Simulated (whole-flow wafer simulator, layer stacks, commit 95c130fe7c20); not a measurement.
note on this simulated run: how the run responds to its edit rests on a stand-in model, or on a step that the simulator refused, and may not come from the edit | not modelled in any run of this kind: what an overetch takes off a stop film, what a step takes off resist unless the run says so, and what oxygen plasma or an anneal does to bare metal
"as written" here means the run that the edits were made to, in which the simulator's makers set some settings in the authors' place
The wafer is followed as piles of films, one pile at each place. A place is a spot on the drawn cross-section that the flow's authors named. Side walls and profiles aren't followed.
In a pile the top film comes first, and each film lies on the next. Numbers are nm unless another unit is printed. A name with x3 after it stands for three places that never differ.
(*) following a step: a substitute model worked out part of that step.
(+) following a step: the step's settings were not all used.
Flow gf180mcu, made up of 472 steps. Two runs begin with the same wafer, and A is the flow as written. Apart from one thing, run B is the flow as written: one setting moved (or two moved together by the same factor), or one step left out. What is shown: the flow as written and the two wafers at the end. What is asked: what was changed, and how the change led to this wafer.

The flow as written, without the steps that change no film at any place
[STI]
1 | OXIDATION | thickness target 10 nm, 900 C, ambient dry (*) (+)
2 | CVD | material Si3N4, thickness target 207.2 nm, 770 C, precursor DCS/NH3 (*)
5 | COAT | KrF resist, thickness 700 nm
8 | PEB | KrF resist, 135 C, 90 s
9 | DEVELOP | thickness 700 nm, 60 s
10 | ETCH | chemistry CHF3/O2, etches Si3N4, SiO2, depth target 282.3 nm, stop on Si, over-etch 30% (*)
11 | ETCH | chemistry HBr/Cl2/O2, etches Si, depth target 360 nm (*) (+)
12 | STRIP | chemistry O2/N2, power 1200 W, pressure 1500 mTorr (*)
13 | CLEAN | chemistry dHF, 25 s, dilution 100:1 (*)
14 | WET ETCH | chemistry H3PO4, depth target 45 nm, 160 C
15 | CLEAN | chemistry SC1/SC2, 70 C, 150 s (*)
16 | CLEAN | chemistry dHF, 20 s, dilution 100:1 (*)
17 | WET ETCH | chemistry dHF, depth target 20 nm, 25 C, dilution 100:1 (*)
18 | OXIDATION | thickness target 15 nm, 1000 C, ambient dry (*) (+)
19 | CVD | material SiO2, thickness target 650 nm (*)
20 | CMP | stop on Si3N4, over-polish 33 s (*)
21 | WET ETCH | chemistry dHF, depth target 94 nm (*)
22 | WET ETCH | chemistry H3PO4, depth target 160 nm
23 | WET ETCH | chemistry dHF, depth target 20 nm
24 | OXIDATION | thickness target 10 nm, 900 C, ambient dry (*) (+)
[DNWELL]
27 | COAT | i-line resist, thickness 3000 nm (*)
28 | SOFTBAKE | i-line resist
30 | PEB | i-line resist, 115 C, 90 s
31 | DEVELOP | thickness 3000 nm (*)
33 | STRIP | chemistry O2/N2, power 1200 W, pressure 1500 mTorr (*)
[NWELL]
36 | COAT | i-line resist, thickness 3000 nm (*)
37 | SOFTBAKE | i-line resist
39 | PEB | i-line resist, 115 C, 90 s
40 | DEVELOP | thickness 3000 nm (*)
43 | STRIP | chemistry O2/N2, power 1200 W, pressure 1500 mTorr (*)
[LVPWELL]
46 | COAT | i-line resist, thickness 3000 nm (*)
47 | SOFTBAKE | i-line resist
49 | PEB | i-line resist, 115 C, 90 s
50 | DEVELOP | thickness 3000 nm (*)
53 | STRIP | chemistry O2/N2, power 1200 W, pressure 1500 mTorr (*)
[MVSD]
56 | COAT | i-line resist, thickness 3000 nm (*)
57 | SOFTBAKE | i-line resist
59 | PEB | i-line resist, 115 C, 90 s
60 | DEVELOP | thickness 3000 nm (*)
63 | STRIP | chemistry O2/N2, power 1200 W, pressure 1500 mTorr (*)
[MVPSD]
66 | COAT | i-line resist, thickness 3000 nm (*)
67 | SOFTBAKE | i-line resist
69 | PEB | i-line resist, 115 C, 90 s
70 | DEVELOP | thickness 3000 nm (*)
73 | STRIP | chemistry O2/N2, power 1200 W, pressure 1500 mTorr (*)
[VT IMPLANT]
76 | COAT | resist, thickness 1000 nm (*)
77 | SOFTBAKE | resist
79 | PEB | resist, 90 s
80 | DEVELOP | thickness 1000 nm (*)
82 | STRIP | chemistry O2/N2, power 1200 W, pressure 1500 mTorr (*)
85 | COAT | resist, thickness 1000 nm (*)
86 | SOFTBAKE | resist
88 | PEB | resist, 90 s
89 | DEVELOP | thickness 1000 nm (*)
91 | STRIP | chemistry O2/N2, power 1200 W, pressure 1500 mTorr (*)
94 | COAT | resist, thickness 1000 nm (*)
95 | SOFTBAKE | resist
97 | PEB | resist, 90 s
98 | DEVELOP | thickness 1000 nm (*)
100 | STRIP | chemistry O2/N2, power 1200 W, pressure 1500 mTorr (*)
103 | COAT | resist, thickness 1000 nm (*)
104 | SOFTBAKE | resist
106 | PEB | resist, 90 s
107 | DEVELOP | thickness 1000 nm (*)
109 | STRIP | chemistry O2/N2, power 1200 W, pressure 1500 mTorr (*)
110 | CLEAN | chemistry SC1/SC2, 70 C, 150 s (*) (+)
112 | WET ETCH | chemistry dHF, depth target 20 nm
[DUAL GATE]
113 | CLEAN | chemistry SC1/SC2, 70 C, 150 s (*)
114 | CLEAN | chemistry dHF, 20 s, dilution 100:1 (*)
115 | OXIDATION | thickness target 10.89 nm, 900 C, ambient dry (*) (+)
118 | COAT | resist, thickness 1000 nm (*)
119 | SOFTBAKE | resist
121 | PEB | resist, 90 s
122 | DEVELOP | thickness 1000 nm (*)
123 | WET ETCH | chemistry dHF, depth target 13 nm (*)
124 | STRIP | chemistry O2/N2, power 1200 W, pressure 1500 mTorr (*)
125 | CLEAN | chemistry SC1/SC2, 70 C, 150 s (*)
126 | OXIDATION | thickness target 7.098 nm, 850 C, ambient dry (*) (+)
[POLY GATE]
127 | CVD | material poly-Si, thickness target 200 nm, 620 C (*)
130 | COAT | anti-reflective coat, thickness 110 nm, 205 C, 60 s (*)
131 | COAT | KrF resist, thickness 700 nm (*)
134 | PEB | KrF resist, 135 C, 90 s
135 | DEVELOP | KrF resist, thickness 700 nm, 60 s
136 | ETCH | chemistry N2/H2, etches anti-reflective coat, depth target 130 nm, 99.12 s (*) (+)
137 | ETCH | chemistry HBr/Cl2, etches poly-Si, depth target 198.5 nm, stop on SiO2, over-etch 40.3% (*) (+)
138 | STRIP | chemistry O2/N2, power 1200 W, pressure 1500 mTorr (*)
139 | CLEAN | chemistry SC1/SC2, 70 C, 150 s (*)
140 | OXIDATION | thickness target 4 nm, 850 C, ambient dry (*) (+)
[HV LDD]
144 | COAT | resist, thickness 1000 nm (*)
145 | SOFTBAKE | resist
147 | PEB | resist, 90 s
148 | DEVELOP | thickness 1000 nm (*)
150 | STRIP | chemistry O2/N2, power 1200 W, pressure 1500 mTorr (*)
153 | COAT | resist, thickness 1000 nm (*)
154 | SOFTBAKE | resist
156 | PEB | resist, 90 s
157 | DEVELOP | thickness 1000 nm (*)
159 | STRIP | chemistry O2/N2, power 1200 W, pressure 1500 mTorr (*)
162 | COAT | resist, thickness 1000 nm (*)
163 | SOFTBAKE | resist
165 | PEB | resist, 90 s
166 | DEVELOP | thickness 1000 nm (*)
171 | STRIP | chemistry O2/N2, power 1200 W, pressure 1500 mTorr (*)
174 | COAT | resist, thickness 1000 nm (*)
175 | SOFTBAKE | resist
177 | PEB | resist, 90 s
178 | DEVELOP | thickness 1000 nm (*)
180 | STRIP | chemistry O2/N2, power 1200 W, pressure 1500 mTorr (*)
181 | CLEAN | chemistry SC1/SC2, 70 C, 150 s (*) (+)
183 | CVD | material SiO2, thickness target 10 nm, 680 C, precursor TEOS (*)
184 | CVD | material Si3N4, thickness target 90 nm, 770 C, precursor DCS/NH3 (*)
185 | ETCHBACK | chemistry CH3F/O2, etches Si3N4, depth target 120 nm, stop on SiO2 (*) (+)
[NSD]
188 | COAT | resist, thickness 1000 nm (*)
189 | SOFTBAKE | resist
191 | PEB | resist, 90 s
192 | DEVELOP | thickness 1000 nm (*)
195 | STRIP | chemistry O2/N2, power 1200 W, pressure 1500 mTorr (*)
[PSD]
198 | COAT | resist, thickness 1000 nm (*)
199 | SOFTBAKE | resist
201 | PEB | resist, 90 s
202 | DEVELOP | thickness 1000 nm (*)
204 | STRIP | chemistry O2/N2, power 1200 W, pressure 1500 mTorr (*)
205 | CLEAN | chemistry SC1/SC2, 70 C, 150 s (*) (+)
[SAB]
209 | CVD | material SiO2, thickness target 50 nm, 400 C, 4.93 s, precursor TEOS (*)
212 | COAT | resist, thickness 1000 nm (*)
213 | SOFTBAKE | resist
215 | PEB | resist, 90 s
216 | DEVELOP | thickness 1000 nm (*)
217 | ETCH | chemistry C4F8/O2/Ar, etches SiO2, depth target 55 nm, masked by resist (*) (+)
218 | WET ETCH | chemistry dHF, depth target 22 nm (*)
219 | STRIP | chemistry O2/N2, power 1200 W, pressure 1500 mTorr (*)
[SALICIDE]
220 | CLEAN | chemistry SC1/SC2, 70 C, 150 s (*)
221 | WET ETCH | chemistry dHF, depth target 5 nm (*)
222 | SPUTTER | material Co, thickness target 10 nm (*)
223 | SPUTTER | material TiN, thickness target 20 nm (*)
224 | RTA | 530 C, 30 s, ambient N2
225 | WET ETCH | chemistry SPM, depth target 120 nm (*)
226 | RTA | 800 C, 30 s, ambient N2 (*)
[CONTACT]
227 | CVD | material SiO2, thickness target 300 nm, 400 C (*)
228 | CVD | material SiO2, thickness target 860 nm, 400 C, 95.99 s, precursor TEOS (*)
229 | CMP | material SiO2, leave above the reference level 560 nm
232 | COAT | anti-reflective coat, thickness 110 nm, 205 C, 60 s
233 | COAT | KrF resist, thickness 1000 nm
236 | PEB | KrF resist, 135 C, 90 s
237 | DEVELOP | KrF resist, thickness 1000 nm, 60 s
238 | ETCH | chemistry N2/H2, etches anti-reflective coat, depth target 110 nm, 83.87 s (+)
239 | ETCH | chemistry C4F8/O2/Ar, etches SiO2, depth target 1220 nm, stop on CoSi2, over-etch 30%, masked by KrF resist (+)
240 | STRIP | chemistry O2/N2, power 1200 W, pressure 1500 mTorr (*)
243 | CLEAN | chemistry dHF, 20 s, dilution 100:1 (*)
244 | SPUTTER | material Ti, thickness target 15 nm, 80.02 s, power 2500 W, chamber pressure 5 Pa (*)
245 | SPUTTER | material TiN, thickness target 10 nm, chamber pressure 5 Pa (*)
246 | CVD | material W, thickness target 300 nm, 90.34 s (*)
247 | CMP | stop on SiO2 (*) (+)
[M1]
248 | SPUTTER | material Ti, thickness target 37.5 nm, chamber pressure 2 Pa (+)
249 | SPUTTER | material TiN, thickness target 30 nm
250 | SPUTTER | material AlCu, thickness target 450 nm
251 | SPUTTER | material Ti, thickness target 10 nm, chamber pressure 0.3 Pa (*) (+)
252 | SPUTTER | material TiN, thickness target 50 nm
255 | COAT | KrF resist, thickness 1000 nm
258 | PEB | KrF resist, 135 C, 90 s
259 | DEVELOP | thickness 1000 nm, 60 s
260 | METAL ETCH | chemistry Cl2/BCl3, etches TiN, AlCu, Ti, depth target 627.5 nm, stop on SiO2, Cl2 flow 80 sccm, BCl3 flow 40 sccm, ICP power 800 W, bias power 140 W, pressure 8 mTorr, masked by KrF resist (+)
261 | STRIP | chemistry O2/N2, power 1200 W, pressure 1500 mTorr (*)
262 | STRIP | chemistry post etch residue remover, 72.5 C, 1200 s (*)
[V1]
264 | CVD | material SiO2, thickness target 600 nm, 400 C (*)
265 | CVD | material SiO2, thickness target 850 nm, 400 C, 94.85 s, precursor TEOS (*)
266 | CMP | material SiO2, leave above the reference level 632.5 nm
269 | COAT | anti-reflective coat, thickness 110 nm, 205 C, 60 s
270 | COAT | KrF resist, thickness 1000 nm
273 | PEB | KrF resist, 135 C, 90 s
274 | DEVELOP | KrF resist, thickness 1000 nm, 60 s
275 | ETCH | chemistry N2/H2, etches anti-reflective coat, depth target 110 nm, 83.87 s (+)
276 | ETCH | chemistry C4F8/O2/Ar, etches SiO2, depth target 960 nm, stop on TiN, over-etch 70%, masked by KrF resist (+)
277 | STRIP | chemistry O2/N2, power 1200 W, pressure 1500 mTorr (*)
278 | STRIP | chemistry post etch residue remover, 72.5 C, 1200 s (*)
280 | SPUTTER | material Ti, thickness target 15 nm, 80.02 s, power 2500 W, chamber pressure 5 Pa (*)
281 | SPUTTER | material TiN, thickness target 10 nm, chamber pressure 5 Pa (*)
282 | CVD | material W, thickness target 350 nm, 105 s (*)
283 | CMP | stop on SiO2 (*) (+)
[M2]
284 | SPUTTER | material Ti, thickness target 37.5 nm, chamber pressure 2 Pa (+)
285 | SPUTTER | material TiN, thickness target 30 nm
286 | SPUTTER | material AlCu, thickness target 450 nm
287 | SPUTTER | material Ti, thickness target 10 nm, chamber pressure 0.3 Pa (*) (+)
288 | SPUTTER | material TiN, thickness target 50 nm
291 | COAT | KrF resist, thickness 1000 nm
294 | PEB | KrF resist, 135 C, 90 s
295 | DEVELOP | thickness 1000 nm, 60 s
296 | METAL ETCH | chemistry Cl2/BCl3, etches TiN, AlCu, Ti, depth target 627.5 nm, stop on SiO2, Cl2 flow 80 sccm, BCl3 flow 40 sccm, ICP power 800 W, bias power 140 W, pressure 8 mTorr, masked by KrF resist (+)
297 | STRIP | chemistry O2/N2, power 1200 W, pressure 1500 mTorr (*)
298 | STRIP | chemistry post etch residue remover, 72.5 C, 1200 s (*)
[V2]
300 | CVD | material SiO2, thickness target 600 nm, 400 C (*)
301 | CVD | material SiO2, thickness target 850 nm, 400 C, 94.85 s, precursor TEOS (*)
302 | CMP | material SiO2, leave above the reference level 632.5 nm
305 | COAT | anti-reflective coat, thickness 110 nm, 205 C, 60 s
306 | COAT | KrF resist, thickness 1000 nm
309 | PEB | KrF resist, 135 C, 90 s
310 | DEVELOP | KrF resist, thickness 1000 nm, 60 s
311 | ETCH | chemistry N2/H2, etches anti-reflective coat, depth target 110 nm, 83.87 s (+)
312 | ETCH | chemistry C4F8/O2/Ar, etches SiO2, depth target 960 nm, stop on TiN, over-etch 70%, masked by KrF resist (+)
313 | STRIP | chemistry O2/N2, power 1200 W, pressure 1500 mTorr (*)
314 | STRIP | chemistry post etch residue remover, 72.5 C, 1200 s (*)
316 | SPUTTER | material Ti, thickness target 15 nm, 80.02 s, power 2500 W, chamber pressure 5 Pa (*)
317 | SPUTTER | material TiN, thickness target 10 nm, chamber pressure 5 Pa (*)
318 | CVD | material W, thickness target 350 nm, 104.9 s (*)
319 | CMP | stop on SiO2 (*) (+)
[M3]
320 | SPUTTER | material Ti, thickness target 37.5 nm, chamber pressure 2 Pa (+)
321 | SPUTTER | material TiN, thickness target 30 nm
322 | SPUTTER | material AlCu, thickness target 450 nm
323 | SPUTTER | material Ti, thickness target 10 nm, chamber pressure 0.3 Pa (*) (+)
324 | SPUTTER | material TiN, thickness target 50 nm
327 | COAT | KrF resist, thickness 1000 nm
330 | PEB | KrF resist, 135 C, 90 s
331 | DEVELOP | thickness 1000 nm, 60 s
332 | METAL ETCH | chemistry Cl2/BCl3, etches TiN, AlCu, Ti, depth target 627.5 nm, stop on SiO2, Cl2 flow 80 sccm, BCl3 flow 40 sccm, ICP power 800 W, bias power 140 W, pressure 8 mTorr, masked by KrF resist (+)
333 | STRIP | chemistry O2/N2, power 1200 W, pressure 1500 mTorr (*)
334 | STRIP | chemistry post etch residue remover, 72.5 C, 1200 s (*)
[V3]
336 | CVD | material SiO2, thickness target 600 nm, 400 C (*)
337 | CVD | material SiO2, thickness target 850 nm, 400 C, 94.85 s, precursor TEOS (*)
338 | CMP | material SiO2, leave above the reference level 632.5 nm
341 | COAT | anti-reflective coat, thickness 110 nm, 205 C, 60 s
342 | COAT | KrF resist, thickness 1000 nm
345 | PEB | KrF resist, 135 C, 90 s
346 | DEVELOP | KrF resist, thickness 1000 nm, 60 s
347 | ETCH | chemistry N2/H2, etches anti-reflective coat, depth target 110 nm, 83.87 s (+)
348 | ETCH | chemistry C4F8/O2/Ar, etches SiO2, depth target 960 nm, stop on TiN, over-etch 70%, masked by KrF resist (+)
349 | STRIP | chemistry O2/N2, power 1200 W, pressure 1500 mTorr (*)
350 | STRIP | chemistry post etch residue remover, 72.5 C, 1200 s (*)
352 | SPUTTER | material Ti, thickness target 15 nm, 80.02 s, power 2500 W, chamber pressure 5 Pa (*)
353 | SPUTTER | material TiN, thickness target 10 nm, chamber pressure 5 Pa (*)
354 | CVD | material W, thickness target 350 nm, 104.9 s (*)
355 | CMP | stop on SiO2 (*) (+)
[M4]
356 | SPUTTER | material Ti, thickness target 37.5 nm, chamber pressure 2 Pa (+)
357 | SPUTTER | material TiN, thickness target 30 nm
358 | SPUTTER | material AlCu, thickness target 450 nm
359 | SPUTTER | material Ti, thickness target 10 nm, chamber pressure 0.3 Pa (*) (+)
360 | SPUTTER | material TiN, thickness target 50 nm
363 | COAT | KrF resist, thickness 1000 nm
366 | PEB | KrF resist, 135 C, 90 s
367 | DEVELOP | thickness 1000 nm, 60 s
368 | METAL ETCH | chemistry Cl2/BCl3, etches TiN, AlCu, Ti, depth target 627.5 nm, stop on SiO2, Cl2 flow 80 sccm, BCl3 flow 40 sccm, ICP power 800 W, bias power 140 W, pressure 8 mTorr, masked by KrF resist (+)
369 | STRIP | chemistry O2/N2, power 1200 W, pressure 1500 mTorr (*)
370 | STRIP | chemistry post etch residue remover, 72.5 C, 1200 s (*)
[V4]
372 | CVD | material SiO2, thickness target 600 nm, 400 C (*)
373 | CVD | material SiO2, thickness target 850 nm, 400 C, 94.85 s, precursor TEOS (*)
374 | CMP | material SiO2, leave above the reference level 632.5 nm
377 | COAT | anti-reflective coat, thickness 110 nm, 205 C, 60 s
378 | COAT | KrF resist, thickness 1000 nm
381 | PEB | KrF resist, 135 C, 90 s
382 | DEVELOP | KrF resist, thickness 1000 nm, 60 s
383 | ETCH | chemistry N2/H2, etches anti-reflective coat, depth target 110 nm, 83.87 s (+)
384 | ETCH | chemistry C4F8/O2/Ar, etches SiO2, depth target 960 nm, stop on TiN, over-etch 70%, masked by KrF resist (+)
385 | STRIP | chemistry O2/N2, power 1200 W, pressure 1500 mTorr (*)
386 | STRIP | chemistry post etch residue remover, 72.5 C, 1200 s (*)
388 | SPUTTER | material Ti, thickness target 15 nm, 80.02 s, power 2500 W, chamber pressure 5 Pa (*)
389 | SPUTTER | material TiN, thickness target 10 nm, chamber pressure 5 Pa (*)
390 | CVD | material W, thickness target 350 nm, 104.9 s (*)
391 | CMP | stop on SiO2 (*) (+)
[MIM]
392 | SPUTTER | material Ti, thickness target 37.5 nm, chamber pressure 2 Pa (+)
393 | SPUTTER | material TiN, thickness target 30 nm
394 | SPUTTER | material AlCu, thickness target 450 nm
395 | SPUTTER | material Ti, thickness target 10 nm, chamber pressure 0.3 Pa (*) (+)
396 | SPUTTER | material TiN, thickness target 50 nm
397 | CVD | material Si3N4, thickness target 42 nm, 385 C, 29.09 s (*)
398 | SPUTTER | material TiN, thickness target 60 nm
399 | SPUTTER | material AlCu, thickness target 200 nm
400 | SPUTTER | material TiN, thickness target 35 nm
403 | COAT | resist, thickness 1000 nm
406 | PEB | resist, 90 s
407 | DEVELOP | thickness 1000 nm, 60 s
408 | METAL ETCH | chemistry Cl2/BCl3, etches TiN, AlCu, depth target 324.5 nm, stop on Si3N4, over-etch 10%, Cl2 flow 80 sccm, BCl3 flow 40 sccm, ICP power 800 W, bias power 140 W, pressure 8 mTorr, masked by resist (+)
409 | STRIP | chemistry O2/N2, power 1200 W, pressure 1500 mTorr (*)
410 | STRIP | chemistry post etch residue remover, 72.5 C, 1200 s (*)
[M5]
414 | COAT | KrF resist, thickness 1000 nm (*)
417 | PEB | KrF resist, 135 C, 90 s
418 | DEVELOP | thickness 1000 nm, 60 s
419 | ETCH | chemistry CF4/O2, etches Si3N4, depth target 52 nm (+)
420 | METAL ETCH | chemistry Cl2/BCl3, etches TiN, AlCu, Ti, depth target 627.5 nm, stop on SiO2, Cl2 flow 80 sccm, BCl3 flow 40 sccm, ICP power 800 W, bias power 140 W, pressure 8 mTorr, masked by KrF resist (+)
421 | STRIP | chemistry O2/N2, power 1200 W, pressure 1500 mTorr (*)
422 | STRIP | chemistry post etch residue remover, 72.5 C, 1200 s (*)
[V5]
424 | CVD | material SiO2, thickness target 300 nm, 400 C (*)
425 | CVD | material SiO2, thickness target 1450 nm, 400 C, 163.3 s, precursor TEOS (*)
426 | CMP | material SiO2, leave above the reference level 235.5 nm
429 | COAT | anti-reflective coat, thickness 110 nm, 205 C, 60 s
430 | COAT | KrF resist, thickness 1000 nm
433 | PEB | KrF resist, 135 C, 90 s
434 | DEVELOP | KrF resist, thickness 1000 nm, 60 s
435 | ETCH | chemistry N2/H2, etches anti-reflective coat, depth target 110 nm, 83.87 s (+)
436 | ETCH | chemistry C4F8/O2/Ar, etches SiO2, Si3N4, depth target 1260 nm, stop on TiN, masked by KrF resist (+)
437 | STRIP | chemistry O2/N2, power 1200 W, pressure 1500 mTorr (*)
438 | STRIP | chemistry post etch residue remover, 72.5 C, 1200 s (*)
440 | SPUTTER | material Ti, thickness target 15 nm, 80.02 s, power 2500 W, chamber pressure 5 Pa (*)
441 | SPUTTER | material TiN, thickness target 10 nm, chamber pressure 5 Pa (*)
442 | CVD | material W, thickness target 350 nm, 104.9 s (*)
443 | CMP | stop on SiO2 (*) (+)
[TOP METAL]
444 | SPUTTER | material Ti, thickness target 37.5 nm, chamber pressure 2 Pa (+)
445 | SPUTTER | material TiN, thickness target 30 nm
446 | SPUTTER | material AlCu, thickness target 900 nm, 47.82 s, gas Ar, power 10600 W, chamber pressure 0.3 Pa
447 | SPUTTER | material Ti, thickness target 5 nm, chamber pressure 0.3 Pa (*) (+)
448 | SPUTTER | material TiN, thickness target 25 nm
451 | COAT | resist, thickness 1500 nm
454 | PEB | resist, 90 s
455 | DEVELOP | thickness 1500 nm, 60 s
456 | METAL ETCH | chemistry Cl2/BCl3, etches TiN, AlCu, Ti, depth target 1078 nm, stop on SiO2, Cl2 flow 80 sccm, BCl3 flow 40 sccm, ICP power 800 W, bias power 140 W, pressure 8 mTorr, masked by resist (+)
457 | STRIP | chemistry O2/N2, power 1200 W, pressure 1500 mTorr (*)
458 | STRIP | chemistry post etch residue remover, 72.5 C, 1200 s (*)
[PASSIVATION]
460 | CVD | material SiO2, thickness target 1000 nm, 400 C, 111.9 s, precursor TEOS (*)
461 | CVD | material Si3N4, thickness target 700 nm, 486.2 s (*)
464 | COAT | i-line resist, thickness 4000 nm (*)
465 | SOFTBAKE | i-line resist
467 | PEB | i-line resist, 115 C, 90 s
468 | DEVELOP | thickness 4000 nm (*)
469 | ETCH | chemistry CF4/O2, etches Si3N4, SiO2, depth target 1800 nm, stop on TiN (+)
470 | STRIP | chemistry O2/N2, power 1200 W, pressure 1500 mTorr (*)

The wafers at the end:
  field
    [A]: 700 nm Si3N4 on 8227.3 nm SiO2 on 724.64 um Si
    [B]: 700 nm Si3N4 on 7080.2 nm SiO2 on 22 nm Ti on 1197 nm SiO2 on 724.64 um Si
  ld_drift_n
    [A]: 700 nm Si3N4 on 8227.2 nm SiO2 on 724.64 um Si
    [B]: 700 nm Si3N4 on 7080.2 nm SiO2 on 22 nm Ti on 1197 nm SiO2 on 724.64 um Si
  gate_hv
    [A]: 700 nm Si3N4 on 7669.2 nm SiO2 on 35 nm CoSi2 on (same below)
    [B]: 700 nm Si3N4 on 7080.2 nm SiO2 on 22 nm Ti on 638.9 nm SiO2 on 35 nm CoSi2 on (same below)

The reason: step 250, SPUTTER: thickness target 522 nm was run, though the flow has thickness target 450 nm.

Step by step, how the change led to this:
  250 | SPUTTER | material AlCu, thickness target 450 nm
      field, field__w1, field__w2 and 108 more: A AlCu gains 450 (new film) | B AlCu gains 522 (new film)
  260 | METAL ETCH | chemistry Cl2/BCl3, etches TiN, AlCu, Ti, depth target 627.5 nm, stop on SiO2, Cl2 flow 80 sccm, BCl3 flow 40 sccm, ICP power 800 W, bias power 140 W, pressure 8 mTorr, masked by KrF resist (+)
      field, field__w1, field__w2 and 99 more: A TiN loses 50 (all of it), Ti loses 10 (all of it), AlCu loses 450 (all of it), TiN loses 30 (all of it), Ti loses 37.5 (all of it) | B TiN loses 50 (all of it), Ti loses 10 (all of it), AlCu loses 522 (all of it), TiN loses 30 (all of it), Ti loses 15.5
  264 | CVD | material SiO2, thickness target 600 nm, 400 C (*)
      field, field__w1, field__w2 and 99 more: A SiO2 gains 600 | B SiO2 gains 600 (new film)
  266 | CMP | material SiO2, leave above the reference level 632.5 nm
      field, field__w1, field__w2 and 99 more: A SiO2 loses 300 | B SiO2 loses 250
Taking metal films that touch as one body, field has 1 body; the flow as written gives 0 bodies.
Taking metal films that touch as one body, ld_drift_n has 1 body; the flow as written gives 0 bodies.
Taking metal films that touch as one body, gate_hv has 2 bodies (between them, from the top down: SiO2 638.9); the flow as written gives 1 body.
